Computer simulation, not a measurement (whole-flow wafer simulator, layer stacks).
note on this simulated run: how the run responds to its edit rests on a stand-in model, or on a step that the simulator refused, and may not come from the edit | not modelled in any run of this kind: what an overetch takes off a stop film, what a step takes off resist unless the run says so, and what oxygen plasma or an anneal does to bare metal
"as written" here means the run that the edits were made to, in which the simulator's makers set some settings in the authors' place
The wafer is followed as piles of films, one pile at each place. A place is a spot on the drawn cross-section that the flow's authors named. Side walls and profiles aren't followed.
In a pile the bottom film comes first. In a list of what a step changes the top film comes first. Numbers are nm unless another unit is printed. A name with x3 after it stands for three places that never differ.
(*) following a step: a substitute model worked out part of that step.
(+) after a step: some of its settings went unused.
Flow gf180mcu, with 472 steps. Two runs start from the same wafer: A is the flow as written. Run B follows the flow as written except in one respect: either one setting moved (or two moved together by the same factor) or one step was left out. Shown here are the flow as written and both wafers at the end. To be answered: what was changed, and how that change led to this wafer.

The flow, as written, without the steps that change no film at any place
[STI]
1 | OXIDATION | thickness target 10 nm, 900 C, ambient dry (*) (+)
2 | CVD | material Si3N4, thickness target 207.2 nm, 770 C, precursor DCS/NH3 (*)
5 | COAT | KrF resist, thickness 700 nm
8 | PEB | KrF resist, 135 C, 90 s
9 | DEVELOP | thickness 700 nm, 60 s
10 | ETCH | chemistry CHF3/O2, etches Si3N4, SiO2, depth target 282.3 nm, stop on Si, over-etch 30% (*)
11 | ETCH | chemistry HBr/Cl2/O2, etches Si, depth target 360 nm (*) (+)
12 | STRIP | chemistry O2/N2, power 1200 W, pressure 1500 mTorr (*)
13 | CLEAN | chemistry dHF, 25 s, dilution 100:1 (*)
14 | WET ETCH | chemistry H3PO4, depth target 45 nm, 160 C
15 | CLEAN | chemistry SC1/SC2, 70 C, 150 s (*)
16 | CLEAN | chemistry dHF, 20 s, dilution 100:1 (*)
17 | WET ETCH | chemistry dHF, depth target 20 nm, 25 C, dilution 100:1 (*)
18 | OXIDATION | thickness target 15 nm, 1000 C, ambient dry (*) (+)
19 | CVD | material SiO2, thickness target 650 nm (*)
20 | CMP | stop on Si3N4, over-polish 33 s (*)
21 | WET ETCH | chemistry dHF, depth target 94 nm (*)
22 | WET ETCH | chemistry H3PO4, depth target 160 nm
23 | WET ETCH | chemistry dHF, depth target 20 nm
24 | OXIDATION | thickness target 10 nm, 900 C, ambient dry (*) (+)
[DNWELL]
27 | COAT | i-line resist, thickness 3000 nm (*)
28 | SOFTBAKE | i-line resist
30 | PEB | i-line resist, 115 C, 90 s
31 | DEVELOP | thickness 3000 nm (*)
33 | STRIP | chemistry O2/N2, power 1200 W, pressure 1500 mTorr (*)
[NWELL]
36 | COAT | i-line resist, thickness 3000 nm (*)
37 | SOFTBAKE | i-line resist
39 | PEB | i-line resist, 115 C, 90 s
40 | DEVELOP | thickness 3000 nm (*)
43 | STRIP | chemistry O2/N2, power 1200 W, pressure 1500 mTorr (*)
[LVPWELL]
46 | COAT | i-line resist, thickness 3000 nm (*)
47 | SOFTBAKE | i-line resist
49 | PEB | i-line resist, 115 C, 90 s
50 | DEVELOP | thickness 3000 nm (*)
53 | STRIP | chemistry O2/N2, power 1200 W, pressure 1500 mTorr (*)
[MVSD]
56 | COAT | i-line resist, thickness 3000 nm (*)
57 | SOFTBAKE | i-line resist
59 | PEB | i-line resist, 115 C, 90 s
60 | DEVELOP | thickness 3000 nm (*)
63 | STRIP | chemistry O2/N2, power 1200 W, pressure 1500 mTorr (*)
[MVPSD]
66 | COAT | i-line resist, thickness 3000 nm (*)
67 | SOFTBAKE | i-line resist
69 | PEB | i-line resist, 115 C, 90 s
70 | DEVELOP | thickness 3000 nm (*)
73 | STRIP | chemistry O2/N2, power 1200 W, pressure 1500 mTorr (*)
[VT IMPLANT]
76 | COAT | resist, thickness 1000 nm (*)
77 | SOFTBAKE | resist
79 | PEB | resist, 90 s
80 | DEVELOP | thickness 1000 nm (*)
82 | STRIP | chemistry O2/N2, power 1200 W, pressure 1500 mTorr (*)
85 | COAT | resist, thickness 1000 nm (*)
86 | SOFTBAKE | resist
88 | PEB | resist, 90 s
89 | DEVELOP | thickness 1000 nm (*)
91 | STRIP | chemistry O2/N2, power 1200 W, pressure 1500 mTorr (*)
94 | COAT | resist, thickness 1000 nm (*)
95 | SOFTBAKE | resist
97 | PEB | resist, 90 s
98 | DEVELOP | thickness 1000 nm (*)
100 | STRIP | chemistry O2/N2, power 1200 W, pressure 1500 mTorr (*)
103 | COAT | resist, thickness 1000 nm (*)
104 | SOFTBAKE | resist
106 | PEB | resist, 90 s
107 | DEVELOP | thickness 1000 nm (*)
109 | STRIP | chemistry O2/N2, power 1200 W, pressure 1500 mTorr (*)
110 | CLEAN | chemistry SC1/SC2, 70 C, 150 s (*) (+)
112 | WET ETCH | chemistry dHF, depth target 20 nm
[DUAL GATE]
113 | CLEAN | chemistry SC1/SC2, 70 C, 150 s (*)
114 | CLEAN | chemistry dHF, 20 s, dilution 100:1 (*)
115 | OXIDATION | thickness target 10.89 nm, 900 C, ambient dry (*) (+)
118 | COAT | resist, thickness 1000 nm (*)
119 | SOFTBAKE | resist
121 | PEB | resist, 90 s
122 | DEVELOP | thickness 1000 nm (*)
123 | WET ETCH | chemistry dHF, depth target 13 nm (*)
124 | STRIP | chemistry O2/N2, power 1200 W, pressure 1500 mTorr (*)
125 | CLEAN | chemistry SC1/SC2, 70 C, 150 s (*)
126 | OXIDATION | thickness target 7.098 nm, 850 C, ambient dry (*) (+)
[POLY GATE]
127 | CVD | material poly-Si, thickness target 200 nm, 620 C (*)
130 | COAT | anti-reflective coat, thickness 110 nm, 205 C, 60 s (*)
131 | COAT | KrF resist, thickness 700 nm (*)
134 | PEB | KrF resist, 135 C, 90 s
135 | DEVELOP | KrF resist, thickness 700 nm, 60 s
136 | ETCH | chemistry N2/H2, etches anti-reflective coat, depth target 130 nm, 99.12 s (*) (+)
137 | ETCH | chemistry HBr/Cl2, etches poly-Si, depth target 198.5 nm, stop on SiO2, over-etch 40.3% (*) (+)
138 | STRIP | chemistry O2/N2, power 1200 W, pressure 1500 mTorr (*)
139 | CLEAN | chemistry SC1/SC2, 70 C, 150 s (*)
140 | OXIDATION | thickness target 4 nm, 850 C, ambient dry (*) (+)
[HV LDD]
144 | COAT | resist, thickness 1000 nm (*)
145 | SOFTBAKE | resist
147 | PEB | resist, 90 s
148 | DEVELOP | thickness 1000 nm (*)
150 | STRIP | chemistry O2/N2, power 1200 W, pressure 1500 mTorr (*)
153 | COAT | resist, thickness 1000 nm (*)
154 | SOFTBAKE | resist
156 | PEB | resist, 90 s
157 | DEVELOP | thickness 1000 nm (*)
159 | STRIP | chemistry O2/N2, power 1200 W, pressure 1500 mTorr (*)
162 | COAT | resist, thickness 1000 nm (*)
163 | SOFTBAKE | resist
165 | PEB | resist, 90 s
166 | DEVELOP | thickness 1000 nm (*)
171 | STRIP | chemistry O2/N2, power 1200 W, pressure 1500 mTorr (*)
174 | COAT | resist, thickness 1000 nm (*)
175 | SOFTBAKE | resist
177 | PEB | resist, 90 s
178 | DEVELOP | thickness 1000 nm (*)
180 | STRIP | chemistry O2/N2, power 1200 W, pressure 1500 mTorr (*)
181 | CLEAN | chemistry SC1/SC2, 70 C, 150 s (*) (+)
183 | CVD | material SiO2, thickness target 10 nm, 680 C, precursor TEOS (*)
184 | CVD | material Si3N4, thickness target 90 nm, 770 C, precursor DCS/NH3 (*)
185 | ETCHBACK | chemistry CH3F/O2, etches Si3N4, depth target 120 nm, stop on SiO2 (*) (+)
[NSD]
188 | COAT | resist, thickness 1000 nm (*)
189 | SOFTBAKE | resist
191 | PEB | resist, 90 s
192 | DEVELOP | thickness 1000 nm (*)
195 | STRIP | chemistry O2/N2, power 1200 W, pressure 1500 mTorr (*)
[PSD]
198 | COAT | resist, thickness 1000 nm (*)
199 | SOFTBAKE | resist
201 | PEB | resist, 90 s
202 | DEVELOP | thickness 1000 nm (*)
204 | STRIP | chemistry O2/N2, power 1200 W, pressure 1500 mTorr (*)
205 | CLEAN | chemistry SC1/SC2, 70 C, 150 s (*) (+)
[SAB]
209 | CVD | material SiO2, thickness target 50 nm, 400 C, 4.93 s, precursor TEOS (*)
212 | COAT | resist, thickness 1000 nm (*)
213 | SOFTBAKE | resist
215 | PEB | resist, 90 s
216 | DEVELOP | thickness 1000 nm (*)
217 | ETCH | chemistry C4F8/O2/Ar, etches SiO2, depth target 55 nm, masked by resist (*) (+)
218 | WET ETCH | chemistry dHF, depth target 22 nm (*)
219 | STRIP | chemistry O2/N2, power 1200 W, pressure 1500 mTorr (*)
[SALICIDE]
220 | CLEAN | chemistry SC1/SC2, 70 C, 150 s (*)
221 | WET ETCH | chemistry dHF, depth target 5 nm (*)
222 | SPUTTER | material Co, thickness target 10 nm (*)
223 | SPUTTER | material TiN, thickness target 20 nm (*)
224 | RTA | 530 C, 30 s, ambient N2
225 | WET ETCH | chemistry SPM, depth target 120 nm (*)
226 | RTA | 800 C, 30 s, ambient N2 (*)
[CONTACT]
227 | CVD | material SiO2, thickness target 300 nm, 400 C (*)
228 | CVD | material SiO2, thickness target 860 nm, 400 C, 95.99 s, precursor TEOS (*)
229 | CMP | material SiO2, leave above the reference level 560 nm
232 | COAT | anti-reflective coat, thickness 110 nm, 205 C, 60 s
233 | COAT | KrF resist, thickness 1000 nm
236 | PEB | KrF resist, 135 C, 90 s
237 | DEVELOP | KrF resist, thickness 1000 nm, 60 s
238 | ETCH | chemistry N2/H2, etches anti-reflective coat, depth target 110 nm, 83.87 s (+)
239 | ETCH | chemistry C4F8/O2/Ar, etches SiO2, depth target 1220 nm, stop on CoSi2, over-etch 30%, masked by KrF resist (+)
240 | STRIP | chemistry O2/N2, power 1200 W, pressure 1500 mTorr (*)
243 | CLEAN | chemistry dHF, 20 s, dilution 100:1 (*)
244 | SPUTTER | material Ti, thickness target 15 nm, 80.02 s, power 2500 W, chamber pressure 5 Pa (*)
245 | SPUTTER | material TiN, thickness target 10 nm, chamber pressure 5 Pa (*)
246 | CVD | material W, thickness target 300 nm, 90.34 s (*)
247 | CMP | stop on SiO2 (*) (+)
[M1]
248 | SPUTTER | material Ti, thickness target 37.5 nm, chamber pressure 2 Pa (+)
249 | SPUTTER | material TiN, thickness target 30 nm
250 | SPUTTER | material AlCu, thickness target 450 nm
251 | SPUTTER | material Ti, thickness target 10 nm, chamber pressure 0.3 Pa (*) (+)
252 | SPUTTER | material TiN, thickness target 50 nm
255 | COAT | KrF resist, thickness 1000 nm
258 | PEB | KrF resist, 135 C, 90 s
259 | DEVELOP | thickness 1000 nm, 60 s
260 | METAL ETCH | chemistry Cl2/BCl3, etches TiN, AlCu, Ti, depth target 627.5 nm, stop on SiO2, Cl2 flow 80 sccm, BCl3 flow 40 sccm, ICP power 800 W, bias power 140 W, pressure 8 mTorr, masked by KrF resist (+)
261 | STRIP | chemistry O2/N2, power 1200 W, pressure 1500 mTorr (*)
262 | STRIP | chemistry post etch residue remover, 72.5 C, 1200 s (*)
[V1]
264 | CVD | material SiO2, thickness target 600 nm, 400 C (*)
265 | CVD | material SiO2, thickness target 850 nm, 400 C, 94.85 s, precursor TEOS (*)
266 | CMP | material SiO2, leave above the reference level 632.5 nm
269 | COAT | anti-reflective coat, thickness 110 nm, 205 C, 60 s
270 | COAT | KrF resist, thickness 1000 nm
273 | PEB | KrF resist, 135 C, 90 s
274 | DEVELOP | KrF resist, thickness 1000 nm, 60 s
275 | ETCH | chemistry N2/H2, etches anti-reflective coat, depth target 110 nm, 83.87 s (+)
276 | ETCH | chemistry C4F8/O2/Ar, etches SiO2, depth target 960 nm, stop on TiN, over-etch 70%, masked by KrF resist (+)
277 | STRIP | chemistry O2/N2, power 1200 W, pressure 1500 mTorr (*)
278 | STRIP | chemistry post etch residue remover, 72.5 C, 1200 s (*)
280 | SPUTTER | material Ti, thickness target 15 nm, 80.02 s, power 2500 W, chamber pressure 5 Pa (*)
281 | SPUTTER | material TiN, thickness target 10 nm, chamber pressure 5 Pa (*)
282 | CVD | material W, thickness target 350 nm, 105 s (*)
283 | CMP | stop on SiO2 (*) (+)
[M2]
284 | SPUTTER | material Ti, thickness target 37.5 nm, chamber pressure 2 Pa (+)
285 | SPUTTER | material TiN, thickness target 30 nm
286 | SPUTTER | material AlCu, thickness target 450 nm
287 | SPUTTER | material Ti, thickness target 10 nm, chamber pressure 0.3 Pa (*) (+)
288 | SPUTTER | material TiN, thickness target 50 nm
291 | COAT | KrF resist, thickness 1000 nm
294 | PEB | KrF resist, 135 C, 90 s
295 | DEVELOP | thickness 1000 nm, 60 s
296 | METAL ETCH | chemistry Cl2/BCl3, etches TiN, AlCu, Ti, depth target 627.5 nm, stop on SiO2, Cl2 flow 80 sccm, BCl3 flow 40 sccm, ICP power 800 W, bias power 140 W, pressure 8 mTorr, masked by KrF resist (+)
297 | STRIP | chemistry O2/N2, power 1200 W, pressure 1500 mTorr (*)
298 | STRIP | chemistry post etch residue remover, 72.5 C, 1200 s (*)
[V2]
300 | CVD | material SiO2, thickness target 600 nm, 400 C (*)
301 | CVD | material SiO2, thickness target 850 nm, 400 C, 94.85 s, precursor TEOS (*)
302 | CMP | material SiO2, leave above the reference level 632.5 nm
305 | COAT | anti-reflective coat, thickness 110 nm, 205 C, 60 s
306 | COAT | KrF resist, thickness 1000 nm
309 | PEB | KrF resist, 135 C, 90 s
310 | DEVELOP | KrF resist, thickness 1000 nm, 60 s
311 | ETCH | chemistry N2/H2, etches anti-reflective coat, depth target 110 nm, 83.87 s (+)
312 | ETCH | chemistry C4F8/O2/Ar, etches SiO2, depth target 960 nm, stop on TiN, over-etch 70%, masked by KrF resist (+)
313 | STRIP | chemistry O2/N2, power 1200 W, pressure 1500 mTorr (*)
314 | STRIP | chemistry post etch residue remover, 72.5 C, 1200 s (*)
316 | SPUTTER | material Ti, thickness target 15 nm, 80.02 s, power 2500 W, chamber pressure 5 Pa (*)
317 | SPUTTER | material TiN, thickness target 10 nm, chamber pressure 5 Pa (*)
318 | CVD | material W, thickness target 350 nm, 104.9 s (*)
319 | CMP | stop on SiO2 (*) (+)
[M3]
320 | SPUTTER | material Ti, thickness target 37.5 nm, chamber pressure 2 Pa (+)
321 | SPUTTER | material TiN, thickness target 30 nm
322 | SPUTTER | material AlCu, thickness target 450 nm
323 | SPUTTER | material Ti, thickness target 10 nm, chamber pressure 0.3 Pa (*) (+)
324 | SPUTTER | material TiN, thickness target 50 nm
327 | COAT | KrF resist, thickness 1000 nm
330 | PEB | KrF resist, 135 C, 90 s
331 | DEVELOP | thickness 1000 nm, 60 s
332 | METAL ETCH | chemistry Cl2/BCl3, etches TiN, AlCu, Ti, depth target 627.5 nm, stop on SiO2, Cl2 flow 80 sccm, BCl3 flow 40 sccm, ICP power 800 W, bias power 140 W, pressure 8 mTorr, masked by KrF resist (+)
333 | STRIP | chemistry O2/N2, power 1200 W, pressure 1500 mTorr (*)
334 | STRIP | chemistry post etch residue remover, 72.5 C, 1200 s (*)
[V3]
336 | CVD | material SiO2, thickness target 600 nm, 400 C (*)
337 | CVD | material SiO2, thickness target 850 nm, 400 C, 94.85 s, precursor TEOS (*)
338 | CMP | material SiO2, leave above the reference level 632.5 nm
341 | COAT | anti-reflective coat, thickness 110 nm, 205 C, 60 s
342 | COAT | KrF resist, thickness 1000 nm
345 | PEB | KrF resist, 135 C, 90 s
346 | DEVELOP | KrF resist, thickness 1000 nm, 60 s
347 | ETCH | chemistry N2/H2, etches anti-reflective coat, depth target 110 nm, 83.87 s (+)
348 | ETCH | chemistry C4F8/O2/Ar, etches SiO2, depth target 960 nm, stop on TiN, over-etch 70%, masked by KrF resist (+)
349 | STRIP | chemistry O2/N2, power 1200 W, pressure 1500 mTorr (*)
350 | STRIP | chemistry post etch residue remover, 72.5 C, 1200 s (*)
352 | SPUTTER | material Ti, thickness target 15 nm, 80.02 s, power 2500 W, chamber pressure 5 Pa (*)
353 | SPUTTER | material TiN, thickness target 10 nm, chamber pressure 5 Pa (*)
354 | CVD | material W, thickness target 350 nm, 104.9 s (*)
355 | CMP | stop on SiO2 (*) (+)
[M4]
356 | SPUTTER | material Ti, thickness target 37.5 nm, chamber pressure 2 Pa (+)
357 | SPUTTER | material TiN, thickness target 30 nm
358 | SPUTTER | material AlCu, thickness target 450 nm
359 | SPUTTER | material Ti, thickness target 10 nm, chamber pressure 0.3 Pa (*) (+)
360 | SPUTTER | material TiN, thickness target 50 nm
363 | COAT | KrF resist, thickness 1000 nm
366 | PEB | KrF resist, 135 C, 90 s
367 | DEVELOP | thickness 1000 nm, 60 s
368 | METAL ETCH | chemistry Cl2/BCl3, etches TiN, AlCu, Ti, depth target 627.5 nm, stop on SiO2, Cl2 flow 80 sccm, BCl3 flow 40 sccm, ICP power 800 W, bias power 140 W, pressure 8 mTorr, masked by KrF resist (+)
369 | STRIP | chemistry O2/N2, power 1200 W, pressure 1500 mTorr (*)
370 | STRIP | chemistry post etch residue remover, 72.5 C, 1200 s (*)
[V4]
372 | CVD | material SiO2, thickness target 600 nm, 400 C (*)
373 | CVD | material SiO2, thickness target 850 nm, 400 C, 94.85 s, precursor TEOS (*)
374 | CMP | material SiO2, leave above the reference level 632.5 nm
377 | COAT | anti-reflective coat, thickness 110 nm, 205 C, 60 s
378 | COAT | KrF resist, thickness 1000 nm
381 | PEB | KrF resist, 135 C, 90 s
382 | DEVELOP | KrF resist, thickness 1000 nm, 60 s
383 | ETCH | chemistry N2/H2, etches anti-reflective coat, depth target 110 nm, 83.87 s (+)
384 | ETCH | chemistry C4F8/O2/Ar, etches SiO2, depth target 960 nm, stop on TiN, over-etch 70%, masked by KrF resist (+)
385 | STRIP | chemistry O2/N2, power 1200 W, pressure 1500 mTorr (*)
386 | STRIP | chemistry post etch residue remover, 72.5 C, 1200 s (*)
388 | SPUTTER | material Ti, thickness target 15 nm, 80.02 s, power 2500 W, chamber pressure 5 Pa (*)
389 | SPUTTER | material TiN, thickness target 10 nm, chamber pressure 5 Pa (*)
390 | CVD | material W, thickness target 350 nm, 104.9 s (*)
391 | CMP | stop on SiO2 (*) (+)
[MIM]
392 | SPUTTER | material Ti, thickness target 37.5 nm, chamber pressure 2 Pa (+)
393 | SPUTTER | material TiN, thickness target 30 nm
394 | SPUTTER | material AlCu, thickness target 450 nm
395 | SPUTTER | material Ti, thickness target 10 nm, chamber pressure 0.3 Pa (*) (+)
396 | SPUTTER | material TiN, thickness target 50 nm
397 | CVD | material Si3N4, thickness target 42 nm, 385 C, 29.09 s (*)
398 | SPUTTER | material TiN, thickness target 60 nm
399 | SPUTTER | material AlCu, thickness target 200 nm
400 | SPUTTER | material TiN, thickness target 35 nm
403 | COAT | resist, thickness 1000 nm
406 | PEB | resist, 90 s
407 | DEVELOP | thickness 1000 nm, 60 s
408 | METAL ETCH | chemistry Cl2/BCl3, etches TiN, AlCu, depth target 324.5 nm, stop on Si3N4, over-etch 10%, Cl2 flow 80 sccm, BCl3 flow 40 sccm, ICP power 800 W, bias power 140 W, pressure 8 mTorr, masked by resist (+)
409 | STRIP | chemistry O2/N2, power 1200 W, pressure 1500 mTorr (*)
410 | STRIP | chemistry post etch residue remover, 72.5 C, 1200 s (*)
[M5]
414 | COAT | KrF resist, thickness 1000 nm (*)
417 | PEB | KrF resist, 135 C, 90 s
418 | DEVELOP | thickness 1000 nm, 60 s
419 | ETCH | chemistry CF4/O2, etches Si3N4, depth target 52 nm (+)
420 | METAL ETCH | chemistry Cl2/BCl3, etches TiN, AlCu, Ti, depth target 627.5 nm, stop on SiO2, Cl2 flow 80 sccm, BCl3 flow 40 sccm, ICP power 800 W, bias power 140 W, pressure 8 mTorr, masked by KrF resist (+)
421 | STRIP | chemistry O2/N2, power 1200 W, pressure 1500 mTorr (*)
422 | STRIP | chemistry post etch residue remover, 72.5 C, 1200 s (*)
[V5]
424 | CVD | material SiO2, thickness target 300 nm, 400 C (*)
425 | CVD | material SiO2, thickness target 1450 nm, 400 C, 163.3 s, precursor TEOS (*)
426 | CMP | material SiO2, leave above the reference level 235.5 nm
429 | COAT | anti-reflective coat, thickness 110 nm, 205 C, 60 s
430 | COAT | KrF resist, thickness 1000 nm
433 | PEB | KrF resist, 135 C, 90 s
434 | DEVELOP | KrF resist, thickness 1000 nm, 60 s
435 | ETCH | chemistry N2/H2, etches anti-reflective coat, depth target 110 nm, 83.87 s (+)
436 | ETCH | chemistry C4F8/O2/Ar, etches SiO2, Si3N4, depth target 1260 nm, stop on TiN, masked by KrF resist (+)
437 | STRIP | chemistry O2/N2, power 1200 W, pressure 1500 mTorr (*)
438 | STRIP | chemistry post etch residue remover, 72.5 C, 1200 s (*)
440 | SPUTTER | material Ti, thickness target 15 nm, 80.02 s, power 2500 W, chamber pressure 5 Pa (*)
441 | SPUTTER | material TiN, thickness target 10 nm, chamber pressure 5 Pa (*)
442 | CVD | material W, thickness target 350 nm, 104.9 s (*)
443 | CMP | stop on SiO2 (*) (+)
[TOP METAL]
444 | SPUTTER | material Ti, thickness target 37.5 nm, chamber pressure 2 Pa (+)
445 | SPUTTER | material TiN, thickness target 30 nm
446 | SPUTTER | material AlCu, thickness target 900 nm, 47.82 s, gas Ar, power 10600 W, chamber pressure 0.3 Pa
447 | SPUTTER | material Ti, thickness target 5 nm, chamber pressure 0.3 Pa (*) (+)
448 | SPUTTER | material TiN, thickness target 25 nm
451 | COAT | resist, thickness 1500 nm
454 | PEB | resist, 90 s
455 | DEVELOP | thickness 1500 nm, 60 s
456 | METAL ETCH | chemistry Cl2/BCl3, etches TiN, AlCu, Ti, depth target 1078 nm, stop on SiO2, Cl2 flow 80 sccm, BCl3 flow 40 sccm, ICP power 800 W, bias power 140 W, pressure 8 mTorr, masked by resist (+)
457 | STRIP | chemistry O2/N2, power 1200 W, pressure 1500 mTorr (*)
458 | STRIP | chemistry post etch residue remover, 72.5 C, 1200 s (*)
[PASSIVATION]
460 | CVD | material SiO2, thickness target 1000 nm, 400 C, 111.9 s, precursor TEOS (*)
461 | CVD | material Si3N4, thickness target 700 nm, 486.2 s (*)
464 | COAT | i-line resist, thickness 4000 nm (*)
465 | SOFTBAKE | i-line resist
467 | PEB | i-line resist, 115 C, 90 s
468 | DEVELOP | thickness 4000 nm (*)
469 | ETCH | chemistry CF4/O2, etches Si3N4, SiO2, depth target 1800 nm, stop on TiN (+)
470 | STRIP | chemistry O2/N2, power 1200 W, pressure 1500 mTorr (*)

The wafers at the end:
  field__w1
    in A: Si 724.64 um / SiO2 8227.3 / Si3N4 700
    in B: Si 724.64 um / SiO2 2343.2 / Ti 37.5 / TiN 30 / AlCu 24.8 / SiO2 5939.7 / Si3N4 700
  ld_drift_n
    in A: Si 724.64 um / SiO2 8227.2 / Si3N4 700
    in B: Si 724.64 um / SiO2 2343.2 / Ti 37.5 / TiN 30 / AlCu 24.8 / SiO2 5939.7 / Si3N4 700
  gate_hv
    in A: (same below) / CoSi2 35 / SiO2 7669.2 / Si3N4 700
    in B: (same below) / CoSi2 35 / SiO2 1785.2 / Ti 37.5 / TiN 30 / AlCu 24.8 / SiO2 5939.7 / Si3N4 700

The reason: step 286, SPUTTER: thickness target 598 nm was run, while the flow as written has thickness target 450 nm.

The path from the change to this, step by step:
  286 | SPUTTER | material AlCu, thickness target 450 nm
      field, field__w1, field__w2 and 108 more: A AlCu gains 450 (new film) | B AlCu gains 598 (new film)
  296 | METAL ETCH | chemistry Cl2/BCl3, etches TiN, AlCu, Ti, depth target 627.5 nm, stop on SiO2, Cl2 flow 80 sccm, BCl3 flow 40 sccm, ICP power 800 W, bias power 140 W, pressure 8 mTorr, masked by KrF resist (+)
      field, field__w1, field__w2 and 103 more: A TiN loses 50 (all of it), Ti loses 10 (all of it), AlCu loses 450 (all of it), TiN loses 30 (all of it), Ti loses 37.5 (all of it) | B TiN loses 50 (all of it), Ti loses 10 (all of it), AlCu loses 567.5
  298 | STRIP | chemistry post etch residue remover, 72.5 C, 1200 s (*)
      field, field__w1, field__w2 and 103 more: A nothing | B AlCu loses 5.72
  300 | CVD | material SiO2, thickness target 600 nm, 400 C (*)
      field, field__w1, field__w2 and 103 more: A SiO2 gains 600 | B SiO2 gains 600 (new film)
  302 | CMP | material SiO2, leave above the reference level 632.5 nm
      field, field__w1, field__w2 and 103 more: A SiO2 loses 300 | B SiO2 loses 244.3
Taking metal films that touch as one body, field__w1 has 1 body; the flow as written gives 0 bodies.
Taking metal films that touch as one body, ld_drift_n has 1 body; the flow as written gives 0 bodies.
Taking metal films that touch as one body, gate_hv has 2 bodies (between them, from the top down: SiO2 1785.2); the flow as written gives 1 body.
